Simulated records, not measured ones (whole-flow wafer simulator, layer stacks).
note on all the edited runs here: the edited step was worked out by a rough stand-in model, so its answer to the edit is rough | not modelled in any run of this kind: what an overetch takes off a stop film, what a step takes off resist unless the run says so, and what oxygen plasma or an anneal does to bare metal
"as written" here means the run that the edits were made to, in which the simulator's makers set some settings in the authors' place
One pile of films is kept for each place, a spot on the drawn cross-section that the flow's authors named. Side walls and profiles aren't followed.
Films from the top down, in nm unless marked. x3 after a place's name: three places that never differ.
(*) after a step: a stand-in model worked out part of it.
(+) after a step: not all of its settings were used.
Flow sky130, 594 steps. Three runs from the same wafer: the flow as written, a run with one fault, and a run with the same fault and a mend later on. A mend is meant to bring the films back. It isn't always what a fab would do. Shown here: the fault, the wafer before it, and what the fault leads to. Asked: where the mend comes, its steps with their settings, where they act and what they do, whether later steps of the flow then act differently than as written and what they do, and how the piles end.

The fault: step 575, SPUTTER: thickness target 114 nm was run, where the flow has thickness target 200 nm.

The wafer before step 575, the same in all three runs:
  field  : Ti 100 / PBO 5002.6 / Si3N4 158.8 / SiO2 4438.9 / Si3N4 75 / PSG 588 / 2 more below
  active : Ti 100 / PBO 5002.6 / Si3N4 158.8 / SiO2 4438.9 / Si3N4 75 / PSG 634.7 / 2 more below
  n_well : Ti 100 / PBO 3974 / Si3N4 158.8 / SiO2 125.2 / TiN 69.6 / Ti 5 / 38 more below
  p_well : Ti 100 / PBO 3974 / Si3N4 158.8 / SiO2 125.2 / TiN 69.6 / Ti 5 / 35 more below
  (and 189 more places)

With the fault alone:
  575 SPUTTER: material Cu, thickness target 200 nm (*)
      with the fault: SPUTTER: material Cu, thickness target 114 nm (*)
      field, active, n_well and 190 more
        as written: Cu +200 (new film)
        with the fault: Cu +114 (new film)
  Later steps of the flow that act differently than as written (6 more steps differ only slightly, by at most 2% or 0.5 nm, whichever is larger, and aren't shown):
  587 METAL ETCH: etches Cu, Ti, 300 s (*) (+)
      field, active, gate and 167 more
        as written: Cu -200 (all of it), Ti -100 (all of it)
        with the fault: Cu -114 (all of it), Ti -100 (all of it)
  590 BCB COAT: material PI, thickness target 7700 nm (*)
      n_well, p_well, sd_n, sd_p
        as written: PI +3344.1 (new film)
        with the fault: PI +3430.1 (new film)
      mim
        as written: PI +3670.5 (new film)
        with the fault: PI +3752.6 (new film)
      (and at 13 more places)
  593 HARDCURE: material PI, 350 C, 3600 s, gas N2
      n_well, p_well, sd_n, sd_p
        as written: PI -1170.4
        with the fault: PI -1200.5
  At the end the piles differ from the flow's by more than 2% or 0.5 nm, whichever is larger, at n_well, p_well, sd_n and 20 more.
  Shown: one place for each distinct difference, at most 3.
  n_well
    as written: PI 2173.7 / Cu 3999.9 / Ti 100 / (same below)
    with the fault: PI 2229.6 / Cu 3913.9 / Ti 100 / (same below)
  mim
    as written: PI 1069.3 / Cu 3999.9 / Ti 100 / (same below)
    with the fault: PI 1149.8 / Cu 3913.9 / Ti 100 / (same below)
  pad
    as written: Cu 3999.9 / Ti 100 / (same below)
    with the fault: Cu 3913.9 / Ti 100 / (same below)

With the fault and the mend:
  The mend comes after step 575.
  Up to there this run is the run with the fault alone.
  575a SPUTTER: material Cu, thickness target 86 nm (*) (the flow's step 575 once more, with other settings)
      field, active, n_well and 190 more
        Cu +86
  No later step of the flow acts differently than as written at any place that is followed.
  At the end the piles are the same as the flow's at every place that both follow.
